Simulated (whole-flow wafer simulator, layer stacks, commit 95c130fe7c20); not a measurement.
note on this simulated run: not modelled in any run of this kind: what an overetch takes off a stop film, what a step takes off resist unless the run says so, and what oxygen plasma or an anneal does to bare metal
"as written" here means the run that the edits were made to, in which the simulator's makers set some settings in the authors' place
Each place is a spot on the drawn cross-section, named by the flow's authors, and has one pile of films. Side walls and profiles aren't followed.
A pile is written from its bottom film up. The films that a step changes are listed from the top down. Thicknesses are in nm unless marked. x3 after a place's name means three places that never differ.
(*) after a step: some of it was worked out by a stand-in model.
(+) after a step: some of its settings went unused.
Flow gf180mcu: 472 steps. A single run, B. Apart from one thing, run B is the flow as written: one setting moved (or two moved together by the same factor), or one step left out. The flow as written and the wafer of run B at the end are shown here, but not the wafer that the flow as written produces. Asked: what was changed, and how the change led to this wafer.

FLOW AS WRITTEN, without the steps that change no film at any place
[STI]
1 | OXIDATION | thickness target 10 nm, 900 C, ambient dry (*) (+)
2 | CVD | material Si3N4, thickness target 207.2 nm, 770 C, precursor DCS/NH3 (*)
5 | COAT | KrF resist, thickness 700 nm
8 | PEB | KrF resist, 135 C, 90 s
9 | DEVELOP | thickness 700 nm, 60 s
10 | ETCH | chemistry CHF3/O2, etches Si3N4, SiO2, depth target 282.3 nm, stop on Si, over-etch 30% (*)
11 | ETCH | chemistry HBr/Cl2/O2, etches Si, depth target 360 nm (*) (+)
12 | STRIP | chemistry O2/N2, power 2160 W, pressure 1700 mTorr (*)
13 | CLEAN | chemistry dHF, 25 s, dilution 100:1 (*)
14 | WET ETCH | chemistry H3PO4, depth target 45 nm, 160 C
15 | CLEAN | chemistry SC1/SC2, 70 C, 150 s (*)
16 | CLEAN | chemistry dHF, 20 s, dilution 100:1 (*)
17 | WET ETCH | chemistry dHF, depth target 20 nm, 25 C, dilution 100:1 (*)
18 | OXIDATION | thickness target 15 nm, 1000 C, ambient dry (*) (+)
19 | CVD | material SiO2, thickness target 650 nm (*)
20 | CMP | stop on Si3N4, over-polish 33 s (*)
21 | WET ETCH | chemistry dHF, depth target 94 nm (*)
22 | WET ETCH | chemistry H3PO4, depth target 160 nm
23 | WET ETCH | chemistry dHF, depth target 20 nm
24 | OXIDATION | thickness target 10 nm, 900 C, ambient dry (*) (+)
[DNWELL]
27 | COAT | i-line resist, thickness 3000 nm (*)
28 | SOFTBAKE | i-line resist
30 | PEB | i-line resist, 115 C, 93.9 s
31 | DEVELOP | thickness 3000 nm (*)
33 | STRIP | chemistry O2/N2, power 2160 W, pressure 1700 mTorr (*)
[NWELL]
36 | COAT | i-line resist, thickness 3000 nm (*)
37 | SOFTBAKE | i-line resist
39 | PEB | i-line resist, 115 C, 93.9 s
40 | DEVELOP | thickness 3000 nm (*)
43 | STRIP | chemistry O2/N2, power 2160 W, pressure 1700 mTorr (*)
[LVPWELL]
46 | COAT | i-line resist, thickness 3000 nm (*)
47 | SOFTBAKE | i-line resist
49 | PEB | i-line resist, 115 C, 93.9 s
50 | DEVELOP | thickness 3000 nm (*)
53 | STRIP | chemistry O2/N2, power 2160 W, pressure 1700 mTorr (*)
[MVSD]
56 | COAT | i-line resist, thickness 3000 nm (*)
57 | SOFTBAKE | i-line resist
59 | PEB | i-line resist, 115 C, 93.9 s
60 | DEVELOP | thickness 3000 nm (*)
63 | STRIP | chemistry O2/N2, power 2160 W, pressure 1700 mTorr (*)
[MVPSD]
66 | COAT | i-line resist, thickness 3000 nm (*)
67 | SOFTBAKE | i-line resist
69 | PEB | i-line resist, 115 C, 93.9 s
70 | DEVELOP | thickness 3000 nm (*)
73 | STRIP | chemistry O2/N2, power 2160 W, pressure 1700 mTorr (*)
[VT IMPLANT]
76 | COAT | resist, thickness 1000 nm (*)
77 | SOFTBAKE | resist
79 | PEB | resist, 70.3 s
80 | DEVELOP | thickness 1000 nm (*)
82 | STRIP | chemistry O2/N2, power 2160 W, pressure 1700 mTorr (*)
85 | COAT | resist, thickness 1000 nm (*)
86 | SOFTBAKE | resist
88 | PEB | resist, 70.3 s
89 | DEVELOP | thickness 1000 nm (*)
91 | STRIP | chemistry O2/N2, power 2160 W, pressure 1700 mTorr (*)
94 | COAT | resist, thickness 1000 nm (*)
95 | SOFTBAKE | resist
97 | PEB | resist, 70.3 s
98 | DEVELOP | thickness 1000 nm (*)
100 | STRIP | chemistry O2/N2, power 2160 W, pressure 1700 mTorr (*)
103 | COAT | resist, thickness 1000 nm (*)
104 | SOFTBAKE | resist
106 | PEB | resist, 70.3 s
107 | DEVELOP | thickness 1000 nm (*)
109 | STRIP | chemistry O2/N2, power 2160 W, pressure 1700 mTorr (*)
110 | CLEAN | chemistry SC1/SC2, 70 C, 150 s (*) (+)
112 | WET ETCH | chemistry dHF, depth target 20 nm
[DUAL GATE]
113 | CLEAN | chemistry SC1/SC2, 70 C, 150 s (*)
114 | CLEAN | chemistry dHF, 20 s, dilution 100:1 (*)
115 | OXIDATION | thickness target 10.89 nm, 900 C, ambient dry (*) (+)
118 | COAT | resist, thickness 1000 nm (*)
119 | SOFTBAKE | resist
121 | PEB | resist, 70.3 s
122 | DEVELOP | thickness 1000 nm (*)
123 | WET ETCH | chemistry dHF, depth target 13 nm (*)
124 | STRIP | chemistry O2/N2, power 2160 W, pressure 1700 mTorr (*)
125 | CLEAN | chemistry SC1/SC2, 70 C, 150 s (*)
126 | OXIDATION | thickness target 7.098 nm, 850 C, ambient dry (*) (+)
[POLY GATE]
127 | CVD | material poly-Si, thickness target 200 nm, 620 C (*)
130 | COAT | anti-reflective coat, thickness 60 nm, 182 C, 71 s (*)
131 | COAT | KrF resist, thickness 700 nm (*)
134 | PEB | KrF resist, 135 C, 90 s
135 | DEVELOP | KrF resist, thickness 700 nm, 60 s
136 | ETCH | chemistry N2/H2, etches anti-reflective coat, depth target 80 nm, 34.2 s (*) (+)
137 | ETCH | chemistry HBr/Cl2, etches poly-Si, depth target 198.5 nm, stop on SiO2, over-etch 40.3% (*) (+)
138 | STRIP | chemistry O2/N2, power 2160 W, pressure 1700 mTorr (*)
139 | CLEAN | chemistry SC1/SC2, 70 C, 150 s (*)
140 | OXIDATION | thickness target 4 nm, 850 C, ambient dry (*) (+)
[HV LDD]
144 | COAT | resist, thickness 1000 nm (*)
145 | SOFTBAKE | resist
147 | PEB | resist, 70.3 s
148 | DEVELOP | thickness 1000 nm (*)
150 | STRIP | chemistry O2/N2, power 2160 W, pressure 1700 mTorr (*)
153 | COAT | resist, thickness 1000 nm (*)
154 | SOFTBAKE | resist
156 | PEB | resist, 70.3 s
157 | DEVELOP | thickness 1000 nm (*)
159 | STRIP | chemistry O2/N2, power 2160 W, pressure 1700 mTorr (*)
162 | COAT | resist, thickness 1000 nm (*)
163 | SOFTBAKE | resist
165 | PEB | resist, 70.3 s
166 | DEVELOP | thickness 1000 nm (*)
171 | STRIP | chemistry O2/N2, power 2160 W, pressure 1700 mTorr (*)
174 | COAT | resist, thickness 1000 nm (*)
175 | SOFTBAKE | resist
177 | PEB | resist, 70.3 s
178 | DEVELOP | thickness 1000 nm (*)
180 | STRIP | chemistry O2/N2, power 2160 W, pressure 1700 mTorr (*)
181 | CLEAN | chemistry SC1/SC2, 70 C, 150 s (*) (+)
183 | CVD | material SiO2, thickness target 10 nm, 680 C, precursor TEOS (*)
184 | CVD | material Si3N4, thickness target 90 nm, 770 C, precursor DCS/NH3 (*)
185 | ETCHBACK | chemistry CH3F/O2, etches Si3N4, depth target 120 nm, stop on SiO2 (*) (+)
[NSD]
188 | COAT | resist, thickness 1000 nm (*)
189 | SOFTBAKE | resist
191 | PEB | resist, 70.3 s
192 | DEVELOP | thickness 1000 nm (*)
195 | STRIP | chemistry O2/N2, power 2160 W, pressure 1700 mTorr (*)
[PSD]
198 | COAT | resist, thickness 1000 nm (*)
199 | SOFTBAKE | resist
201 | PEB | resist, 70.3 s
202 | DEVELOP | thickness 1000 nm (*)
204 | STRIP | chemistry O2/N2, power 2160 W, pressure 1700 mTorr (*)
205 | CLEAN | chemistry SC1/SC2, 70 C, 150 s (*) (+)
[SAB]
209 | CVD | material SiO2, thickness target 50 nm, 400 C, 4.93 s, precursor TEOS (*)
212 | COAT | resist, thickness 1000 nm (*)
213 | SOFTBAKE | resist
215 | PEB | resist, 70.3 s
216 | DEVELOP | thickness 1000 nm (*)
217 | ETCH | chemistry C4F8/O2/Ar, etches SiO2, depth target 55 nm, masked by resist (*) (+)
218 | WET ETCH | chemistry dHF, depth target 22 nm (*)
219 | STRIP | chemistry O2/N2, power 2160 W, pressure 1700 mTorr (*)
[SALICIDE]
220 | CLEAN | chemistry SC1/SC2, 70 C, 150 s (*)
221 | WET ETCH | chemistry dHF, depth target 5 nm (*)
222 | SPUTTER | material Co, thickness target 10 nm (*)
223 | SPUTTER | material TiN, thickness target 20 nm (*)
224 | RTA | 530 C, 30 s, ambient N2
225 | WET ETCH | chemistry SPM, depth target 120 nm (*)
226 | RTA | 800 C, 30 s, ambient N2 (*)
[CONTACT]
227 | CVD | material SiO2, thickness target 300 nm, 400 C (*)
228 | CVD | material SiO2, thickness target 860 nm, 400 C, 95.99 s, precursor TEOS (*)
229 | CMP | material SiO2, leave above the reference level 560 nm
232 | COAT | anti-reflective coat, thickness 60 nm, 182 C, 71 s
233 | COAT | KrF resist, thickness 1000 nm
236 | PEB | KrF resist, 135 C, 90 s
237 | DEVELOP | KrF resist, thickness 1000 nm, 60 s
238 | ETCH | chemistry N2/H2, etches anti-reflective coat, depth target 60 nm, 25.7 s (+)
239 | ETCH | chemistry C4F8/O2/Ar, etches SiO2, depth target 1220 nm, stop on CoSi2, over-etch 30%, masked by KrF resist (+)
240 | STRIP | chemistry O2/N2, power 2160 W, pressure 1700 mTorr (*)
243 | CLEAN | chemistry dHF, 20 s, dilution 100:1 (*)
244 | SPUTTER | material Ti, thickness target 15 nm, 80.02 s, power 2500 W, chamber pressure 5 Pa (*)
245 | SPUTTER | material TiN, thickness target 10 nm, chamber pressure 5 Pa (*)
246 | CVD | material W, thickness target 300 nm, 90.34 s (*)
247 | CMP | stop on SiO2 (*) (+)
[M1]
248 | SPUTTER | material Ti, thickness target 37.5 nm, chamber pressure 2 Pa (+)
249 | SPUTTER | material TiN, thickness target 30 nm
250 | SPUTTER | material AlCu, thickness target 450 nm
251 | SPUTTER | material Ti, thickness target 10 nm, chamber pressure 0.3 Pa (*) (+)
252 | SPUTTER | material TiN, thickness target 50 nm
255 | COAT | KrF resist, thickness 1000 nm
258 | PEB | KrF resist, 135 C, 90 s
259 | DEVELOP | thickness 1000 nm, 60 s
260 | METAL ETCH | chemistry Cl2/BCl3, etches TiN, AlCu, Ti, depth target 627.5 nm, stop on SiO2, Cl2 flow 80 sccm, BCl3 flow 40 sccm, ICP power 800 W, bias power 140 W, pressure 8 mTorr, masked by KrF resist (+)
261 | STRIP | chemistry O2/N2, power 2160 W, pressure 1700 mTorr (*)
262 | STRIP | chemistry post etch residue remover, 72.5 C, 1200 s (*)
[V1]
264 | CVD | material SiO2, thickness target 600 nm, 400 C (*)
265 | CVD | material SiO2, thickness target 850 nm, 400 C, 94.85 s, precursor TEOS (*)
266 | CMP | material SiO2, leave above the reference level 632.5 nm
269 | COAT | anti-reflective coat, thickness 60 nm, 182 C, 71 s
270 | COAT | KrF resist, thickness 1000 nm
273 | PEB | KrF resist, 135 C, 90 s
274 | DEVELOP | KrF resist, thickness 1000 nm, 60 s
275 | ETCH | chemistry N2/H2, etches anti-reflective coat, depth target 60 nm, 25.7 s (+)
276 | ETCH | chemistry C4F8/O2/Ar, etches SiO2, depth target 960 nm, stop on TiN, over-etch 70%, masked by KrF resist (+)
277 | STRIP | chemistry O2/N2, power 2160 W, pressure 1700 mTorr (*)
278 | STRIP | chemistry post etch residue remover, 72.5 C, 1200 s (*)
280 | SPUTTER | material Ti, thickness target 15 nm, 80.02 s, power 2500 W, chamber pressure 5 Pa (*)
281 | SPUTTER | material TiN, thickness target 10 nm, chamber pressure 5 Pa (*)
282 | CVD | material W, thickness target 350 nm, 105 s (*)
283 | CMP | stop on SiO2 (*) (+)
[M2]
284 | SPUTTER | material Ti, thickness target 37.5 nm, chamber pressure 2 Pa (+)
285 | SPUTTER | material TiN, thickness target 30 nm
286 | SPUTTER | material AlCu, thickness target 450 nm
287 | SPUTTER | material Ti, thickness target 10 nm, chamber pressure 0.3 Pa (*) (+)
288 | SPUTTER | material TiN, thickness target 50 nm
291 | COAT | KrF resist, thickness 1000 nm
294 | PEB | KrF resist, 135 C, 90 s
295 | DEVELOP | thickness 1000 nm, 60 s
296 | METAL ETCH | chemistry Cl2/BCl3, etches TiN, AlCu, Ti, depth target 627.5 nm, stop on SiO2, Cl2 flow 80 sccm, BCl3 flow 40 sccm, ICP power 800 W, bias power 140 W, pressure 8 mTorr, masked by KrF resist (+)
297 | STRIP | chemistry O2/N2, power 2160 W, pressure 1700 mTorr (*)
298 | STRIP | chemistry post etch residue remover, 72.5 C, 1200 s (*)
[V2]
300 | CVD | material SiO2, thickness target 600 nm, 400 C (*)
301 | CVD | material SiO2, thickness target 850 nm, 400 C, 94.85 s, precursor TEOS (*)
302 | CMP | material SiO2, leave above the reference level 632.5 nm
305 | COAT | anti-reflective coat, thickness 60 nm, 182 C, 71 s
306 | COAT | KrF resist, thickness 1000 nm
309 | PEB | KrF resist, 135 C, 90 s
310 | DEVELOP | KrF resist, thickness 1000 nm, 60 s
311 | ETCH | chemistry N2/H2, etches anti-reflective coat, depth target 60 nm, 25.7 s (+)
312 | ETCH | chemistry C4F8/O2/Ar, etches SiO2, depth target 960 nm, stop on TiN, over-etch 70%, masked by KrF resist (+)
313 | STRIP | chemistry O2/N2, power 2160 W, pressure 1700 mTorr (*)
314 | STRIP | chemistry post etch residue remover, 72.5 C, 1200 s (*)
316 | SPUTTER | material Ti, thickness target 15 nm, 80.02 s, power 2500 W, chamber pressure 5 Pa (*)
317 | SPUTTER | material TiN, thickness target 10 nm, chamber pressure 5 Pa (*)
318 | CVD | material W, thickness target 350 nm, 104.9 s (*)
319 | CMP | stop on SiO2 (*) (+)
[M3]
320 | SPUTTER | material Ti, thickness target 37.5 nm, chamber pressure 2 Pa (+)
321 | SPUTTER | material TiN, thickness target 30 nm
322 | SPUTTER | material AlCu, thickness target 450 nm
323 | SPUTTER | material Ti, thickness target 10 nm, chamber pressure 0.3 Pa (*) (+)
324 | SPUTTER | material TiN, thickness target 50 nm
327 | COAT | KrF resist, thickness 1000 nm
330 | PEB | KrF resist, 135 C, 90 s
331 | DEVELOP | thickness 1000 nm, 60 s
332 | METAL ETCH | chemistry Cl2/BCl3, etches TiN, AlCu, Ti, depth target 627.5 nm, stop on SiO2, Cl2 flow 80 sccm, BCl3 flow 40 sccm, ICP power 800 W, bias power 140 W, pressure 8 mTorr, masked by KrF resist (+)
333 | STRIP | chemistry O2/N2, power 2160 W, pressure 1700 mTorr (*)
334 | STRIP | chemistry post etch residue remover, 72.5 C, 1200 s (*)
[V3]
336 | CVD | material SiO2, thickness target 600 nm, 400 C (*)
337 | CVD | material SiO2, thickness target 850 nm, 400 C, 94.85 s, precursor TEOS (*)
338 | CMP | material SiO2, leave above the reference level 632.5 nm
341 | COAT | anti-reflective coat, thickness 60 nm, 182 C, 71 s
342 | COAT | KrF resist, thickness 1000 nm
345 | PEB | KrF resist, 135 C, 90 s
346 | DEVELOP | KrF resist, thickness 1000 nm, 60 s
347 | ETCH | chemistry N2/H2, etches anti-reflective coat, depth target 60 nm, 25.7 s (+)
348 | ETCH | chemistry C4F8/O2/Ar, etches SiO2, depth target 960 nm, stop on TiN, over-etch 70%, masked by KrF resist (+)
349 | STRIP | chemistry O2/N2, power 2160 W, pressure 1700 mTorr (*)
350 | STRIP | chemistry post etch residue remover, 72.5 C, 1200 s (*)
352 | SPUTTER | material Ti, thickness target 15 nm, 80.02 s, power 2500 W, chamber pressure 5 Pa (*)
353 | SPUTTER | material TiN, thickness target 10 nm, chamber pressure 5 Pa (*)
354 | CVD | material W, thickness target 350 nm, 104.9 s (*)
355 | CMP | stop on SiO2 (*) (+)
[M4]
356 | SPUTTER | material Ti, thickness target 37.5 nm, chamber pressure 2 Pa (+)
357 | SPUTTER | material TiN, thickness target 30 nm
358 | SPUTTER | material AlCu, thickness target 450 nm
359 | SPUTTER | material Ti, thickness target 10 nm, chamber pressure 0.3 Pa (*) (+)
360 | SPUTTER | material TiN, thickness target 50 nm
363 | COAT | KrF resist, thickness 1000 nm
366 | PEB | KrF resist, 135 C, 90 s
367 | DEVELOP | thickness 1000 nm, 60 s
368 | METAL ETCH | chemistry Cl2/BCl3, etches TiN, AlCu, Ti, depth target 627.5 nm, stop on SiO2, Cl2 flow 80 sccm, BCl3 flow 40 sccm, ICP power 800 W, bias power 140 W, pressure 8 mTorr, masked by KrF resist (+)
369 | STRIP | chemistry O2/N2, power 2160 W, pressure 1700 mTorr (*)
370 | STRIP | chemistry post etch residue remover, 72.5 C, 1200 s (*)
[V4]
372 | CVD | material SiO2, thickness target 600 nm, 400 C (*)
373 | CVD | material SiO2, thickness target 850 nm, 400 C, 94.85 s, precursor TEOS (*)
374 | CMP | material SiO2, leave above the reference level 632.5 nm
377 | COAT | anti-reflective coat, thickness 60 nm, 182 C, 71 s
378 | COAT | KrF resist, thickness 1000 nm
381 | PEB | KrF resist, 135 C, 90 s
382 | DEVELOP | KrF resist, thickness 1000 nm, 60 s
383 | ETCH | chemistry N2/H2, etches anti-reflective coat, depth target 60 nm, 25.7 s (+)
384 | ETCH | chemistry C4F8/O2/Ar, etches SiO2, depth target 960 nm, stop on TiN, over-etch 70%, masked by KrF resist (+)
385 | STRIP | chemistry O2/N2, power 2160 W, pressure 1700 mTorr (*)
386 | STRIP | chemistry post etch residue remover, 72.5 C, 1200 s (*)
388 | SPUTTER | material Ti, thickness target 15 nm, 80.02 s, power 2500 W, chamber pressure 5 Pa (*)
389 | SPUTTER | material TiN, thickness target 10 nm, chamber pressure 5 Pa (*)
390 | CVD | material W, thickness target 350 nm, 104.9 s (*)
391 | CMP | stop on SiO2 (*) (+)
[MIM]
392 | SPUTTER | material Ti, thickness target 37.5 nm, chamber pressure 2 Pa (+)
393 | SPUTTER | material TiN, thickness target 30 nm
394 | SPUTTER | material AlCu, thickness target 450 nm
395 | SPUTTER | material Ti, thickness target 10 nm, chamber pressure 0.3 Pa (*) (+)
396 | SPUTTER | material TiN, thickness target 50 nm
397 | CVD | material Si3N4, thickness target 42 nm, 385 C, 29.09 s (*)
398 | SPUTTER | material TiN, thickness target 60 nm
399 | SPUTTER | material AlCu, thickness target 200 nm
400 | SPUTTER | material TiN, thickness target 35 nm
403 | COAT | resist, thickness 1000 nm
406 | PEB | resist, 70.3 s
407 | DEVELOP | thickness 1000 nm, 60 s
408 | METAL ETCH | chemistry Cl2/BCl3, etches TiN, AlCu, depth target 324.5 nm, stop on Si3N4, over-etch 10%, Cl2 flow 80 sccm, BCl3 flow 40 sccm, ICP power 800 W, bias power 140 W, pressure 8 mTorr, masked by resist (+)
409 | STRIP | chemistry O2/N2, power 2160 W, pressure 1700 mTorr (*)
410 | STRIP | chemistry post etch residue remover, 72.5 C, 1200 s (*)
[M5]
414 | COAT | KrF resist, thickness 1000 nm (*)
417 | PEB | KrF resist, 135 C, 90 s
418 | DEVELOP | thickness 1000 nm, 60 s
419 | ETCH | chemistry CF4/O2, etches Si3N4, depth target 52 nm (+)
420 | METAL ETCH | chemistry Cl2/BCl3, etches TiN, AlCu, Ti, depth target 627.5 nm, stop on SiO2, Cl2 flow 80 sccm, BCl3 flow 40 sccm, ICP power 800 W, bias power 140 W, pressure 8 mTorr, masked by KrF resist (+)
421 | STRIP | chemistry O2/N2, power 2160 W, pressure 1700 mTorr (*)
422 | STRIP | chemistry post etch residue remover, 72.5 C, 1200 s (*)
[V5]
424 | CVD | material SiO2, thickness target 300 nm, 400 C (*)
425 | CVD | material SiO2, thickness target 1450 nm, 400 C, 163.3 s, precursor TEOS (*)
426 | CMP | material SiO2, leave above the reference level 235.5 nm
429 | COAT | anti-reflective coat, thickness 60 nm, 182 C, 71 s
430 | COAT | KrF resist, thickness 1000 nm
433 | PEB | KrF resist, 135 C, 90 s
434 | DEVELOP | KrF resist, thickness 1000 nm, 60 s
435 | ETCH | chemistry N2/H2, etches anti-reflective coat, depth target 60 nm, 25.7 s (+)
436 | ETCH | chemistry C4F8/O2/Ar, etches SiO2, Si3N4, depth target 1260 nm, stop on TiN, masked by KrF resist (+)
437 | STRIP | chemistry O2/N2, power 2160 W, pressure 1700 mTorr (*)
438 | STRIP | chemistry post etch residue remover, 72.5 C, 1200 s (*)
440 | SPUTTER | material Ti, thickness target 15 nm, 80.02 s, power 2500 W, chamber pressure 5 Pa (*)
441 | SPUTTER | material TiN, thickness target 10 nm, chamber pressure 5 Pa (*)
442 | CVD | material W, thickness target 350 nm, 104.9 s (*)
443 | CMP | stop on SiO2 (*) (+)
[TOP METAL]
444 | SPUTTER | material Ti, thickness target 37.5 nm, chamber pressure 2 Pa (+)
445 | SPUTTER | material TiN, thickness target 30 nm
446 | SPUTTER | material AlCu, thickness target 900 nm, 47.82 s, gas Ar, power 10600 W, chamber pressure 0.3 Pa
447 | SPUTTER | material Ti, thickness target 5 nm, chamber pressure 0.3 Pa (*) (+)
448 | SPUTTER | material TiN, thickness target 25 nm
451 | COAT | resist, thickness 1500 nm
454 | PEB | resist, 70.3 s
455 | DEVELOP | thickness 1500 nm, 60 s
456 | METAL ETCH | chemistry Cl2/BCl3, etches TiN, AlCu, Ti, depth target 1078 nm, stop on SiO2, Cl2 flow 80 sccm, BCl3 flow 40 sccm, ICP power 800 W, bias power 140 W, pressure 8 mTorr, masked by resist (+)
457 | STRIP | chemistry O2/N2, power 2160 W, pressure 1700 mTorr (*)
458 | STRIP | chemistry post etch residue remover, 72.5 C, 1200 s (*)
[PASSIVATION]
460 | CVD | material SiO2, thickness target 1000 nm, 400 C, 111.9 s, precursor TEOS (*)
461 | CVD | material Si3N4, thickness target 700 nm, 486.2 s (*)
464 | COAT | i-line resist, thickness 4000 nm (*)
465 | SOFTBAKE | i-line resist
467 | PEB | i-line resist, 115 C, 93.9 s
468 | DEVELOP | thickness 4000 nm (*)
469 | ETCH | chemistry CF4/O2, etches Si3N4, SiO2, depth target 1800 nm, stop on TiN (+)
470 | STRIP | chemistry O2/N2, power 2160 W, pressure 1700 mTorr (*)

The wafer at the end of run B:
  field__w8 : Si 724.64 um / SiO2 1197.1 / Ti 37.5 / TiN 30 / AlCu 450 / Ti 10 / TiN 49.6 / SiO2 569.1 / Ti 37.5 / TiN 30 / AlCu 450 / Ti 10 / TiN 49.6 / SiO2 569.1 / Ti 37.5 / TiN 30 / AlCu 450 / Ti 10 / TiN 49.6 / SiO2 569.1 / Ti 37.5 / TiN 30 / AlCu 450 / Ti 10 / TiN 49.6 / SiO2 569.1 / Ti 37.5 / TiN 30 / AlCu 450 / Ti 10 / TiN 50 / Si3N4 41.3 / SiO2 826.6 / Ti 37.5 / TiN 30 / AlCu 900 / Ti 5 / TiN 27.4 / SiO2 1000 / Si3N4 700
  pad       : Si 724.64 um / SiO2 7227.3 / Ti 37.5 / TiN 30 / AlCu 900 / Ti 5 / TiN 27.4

What caused this: step 448, SPUTTER: thickness target 27.8 nm was run, though the flow has thickness target 25 nm.

Step by step, how the change led to this:
  448 | SPUTTER | material TiN, thickness target 25 nm
      field, field__w1, field__w2 and 109 more: TiN gains 27.8 (new film) (in the flow as written it would be: TiN gains 25 (new film))
  456 | METAL ETCH | chemistry Cl2/BCl3, etches TiN, AlCu, Ti, depth target 1078 nm, stop on SiO2, Cl2 flow 80 sccm, BCl3 flow 40 sccm, ICP power 800 W, bias power 140 W, pressure 8 mTorr, masked by resist (+)
      field, field__w1, field__w2 and 103 more: TiN loses 27.8 (all of it), Ti loses 5 (all of it), AlCu loses 900 (all of it), TiN loses 30 (all of it), Ti loses 37.5 (all of it) (in the flow as written it would be: TiN loses 25 (all of it), Ti loses 5 (all of it), AlCu loses 900 (all of it), TiN loses 30 (all of it), Ti loses 37.5 (all of it))
